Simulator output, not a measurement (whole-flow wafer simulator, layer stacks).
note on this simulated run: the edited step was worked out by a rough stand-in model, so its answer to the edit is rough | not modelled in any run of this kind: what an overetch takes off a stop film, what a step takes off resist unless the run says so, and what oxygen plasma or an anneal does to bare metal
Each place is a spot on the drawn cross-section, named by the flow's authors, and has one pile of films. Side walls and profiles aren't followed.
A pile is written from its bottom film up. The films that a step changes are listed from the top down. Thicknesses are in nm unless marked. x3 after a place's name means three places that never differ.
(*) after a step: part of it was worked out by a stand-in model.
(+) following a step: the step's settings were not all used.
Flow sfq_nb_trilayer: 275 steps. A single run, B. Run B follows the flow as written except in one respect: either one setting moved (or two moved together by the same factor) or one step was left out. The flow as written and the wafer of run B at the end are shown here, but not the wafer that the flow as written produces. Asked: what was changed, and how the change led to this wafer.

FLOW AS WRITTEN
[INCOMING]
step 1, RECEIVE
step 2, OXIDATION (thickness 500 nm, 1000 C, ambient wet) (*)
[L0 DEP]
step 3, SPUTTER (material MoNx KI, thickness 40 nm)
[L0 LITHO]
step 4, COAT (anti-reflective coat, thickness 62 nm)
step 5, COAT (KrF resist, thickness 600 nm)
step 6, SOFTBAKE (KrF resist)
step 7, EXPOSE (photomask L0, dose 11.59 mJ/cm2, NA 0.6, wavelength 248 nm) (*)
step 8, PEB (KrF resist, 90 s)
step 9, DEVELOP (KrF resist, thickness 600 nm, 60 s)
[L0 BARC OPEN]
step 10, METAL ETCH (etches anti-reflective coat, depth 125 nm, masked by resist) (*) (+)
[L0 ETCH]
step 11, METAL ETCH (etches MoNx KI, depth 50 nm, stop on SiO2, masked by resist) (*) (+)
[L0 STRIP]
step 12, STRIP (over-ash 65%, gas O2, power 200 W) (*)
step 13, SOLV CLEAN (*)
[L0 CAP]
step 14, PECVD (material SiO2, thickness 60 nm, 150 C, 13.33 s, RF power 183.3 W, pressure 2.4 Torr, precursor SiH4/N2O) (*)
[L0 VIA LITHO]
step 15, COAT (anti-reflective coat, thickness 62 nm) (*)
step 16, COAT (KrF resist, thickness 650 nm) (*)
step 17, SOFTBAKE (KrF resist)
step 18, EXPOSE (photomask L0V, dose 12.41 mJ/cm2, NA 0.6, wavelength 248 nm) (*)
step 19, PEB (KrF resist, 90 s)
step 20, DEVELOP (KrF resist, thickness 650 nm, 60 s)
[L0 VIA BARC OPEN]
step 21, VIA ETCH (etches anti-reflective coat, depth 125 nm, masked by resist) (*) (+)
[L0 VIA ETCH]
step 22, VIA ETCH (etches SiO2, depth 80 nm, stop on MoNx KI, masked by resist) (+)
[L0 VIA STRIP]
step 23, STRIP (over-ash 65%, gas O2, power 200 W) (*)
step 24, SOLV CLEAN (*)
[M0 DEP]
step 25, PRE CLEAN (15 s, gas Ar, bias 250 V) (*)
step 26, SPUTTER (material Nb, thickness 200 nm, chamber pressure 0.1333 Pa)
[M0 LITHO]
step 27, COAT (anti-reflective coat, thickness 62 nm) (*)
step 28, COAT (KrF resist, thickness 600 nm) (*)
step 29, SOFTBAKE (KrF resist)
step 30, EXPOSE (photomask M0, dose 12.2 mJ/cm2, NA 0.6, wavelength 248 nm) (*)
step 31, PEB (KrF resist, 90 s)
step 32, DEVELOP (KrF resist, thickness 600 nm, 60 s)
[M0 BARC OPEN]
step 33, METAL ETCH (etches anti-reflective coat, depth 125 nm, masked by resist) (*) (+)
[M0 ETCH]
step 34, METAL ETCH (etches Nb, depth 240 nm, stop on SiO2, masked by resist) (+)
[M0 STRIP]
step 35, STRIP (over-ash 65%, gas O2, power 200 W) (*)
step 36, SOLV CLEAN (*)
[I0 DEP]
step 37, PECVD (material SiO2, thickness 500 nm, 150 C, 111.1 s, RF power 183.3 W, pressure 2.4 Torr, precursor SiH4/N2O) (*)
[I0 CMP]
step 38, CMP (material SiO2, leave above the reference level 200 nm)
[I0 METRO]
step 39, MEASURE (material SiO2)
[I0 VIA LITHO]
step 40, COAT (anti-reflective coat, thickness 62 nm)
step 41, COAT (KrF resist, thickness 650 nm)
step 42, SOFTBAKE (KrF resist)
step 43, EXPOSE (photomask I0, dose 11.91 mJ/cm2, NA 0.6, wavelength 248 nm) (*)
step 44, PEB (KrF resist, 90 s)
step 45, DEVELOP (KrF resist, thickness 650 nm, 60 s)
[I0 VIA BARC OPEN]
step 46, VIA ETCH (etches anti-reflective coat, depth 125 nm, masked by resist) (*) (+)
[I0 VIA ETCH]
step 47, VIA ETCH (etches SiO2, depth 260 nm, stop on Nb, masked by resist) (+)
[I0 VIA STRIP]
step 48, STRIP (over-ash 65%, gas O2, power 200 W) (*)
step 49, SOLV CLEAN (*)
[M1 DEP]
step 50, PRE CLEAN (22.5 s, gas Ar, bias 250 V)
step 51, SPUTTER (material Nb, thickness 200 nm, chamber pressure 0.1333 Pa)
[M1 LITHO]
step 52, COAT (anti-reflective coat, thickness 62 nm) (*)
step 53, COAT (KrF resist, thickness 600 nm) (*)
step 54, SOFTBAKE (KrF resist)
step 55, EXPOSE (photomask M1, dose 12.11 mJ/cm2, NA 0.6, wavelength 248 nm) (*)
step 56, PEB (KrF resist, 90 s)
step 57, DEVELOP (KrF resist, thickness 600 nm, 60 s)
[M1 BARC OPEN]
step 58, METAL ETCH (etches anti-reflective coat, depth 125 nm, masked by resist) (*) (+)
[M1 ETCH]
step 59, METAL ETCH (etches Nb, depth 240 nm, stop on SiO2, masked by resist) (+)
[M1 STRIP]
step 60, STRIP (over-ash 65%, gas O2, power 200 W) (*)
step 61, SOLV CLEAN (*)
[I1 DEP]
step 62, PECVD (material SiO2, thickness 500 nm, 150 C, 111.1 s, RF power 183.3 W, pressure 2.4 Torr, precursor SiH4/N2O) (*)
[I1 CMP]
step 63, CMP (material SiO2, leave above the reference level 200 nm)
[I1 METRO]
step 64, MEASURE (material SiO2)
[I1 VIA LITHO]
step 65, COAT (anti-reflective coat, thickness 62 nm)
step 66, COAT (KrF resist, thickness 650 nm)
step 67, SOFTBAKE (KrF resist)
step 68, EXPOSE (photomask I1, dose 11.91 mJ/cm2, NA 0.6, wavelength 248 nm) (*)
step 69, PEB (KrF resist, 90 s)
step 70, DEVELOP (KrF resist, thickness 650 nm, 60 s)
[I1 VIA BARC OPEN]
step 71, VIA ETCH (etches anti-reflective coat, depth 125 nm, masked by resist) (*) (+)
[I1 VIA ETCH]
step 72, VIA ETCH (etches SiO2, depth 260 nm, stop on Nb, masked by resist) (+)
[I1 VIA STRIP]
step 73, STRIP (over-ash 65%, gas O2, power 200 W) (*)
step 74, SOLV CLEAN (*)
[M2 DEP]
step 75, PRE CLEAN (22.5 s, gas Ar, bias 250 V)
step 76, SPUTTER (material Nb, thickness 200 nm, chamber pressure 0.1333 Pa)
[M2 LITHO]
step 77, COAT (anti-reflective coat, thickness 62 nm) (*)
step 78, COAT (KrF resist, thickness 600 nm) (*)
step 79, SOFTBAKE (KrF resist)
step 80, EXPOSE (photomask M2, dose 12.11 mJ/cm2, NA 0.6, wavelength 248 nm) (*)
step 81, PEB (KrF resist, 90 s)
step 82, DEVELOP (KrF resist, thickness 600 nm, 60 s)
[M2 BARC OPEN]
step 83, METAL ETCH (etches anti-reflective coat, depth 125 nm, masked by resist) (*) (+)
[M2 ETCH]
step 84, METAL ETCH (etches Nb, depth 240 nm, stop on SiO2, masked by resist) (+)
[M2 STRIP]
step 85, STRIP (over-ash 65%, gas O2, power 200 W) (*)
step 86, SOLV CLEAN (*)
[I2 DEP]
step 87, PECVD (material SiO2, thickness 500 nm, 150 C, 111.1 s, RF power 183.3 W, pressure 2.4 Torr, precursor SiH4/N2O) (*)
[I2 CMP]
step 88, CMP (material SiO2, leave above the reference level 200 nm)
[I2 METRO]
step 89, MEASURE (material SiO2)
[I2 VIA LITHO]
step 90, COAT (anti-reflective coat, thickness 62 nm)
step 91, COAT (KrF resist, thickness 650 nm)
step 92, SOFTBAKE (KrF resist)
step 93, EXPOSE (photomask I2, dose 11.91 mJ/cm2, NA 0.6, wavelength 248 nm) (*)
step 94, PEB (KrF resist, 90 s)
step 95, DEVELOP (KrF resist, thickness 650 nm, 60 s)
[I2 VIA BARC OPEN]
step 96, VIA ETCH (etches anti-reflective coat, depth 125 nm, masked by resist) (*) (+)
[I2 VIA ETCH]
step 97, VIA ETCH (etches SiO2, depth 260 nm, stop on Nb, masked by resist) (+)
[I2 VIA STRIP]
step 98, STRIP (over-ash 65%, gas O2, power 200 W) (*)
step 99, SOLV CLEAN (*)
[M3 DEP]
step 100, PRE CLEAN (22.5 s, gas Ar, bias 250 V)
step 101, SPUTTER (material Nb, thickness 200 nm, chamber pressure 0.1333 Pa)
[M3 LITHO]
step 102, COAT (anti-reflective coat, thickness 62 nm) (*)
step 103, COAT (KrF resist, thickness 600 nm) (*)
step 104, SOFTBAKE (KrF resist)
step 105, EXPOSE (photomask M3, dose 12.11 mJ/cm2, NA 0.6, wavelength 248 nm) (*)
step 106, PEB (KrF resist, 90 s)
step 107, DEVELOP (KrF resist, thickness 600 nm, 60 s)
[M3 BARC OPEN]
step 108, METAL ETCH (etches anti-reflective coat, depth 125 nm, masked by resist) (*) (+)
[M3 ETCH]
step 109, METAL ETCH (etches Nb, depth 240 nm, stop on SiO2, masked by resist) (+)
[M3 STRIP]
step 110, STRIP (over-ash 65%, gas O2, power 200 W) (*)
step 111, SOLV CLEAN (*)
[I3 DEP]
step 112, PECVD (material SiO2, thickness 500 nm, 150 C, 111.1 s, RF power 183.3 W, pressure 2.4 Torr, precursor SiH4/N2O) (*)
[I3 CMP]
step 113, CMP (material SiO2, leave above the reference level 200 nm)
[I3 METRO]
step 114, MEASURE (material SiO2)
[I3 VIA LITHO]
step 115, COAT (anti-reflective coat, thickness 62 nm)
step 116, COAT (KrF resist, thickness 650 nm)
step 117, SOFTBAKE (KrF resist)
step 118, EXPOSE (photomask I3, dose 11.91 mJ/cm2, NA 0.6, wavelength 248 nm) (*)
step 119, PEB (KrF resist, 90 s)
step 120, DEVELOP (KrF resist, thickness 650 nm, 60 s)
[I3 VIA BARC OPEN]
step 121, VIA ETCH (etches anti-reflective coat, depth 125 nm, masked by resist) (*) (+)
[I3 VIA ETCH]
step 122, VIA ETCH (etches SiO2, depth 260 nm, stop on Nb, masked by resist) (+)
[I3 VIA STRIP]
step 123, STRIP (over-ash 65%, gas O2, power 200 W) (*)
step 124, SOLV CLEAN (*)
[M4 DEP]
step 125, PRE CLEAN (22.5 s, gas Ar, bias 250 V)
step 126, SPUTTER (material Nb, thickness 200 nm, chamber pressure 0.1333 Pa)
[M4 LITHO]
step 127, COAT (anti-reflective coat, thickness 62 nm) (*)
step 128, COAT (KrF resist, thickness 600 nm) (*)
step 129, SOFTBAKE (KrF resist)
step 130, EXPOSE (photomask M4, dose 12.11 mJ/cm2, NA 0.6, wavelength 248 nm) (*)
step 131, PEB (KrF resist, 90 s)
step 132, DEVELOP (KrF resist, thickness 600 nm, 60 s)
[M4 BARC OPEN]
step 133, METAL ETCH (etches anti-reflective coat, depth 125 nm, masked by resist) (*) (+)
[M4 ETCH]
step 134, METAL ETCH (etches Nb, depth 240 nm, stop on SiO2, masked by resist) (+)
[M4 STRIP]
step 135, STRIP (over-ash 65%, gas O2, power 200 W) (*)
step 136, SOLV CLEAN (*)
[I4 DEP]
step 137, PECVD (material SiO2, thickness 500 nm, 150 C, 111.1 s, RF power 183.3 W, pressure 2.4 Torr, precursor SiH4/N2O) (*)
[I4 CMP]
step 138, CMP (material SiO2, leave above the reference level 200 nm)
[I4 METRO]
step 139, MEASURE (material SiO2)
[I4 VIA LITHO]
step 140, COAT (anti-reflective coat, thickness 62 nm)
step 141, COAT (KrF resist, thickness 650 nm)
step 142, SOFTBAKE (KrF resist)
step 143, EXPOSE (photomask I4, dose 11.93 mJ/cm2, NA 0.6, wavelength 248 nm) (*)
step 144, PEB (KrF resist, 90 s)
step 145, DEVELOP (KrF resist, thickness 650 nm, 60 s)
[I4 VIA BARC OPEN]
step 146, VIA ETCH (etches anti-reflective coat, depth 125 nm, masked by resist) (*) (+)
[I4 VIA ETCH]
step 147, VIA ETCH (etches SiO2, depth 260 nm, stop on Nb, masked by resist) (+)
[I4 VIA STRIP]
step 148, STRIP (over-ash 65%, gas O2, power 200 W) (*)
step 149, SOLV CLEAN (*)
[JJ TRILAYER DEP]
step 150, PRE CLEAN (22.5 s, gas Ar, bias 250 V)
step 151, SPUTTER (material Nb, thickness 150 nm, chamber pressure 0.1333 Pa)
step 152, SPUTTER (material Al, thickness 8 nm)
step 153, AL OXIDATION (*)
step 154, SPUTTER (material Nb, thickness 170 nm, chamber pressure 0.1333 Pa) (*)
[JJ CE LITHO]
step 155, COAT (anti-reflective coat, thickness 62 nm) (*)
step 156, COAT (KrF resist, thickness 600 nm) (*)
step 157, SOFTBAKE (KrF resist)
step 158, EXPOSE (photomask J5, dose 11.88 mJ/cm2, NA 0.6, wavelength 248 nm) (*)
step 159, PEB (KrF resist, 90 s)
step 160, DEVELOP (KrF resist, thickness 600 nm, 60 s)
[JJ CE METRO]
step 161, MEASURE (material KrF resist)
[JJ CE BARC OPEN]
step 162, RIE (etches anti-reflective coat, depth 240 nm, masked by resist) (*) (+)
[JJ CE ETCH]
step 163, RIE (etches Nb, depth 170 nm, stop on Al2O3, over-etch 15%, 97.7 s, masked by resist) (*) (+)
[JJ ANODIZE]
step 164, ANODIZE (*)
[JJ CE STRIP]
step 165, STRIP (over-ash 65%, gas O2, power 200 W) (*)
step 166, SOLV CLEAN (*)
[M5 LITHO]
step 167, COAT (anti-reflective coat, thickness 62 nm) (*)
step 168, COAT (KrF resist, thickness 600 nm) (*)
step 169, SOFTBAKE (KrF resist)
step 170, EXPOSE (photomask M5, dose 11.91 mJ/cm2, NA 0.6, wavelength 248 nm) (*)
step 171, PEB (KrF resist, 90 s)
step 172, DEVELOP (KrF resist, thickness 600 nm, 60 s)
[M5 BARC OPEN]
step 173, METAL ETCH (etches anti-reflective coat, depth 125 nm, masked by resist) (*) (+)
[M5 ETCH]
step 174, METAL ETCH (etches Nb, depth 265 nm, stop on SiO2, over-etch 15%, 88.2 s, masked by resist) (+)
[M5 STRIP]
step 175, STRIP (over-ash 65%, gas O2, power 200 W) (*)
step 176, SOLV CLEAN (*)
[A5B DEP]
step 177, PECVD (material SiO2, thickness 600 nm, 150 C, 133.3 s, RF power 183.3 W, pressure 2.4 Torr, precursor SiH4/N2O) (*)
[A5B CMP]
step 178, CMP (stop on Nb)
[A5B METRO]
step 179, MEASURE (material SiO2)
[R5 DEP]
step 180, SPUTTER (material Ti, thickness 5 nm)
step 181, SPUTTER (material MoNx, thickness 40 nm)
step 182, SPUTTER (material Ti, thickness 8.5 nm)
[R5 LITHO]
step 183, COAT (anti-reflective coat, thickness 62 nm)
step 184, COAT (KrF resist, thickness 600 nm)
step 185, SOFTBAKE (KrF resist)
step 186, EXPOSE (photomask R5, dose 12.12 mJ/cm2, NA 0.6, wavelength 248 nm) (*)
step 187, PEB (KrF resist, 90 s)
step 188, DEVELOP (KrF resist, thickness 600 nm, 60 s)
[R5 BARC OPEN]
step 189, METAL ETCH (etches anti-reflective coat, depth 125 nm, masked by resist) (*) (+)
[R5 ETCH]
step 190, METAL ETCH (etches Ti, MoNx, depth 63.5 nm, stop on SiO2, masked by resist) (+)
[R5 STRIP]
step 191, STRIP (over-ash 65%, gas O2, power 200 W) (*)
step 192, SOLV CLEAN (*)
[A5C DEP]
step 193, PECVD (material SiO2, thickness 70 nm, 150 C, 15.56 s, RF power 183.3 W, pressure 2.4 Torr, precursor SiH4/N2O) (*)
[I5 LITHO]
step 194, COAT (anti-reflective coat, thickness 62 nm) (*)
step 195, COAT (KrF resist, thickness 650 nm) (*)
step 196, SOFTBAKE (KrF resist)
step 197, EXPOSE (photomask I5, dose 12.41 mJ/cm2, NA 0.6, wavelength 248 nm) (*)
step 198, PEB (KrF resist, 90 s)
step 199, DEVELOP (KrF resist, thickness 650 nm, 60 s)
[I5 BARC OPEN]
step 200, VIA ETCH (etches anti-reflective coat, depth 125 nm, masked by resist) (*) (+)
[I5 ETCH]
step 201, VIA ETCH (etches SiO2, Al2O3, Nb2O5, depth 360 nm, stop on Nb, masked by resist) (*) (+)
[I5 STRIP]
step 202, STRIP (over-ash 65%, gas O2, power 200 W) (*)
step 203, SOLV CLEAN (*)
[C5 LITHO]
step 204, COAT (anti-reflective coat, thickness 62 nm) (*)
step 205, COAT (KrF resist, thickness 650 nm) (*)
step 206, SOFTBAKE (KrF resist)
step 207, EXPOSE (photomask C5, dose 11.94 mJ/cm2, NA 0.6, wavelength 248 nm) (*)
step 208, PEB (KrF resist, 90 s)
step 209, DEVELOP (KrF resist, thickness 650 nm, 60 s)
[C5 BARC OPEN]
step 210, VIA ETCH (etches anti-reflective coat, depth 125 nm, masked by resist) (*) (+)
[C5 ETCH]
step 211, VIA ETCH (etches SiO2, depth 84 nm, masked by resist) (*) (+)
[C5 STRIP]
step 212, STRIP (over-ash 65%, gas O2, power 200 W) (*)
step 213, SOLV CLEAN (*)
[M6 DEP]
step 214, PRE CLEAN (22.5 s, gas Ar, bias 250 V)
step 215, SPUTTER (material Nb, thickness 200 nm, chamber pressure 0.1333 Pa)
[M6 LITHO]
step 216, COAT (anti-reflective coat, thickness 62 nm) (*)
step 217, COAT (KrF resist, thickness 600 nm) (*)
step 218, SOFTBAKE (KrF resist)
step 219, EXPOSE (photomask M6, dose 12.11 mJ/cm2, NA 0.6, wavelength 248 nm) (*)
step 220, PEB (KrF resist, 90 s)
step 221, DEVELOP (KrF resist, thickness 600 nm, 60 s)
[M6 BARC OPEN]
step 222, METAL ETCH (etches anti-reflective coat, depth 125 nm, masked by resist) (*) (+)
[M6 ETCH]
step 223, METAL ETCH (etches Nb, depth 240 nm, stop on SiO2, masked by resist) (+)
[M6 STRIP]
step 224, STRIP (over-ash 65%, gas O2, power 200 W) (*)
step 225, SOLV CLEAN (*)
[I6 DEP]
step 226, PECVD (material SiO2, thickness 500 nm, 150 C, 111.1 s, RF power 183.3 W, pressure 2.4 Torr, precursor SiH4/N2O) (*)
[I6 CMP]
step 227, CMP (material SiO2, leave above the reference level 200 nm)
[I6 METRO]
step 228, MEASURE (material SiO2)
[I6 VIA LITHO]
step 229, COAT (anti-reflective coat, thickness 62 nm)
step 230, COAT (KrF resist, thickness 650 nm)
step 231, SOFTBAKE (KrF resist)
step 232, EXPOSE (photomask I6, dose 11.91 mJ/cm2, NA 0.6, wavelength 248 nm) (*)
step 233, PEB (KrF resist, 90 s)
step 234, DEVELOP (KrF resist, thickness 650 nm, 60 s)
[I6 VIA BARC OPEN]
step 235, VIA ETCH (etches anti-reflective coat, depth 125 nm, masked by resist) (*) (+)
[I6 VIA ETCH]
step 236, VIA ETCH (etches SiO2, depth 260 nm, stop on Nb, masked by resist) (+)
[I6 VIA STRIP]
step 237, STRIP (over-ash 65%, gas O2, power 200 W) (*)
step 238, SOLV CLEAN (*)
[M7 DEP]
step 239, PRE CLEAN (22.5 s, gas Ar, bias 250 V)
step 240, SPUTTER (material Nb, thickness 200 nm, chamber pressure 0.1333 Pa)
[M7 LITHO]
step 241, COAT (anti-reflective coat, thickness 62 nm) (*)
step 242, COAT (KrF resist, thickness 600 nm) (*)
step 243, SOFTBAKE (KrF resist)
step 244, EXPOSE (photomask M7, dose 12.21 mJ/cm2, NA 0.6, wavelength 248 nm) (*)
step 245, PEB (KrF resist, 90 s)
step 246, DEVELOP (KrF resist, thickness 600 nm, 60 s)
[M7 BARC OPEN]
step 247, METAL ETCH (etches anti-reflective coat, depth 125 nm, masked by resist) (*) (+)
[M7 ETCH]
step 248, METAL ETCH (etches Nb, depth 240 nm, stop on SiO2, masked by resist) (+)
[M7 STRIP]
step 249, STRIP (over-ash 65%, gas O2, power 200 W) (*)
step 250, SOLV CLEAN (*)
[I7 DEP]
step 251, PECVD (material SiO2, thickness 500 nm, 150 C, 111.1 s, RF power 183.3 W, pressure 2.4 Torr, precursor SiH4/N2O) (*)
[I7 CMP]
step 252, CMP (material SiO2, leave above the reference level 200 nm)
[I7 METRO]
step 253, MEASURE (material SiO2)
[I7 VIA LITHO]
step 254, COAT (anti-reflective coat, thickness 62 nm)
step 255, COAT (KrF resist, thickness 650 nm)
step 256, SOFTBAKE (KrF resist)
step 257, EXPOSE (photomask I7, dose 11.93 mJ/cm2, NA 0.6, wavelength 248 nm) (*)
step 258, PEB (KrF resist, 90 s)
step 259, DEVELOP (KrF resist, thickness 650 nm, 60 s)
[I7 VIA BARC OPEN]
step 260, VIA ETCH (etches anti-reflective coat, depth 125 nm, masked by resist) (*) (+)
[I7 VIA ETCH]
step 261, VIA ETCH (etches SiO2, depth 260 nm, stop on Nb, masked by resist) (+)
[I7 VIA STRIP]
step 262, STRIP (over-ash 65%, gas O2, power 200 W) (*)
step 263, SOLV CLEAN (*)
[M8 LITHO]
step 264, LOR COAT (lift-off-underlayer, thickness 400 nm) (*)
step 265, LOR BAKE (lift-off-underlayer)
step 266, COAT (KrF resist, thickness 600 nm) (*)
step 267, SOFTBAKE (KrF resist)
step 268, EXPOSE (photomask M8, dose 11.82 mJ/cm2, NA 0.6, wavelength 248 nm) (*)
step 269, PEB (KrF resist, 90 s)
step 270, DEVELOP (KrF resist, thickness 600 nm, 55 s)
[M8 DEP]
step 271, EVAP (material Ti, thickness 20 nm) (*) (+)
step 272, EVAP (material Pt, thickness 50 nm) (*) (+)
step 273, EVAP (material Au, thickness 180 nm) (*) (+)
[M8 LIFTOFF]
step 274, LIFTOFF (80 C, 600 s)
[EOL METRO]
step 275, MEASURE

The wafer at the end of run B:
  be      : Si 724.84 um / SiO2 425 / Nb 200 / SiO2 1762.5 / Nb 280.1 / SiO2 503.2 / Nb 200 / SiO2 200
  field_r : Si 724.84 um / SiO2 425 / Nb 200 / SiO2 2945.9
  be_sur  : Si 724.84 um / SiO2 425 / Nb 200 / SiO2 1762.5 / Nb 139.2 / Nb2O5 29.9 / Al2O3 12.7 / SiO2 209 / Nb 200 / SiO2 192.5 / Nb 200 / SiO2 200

What caused this: step 2, OXIDATION: thickness 370 nm was run, though the flow has thickness 500 nm.

How this came from the change, step by step:
  step 2, OXIDATION (thickness 500 nm, 1000 C, ambient wet) (*)
      field_l, v_sur, via_wl and 103 more: +370 SiO2 (new film), -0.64 chemical SiO2 (all of it), -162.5 Si (in the flow as written it would be: +500 SiO2 (new film), -0.64 chemical SiO2 (all of it), -219.7 Si)
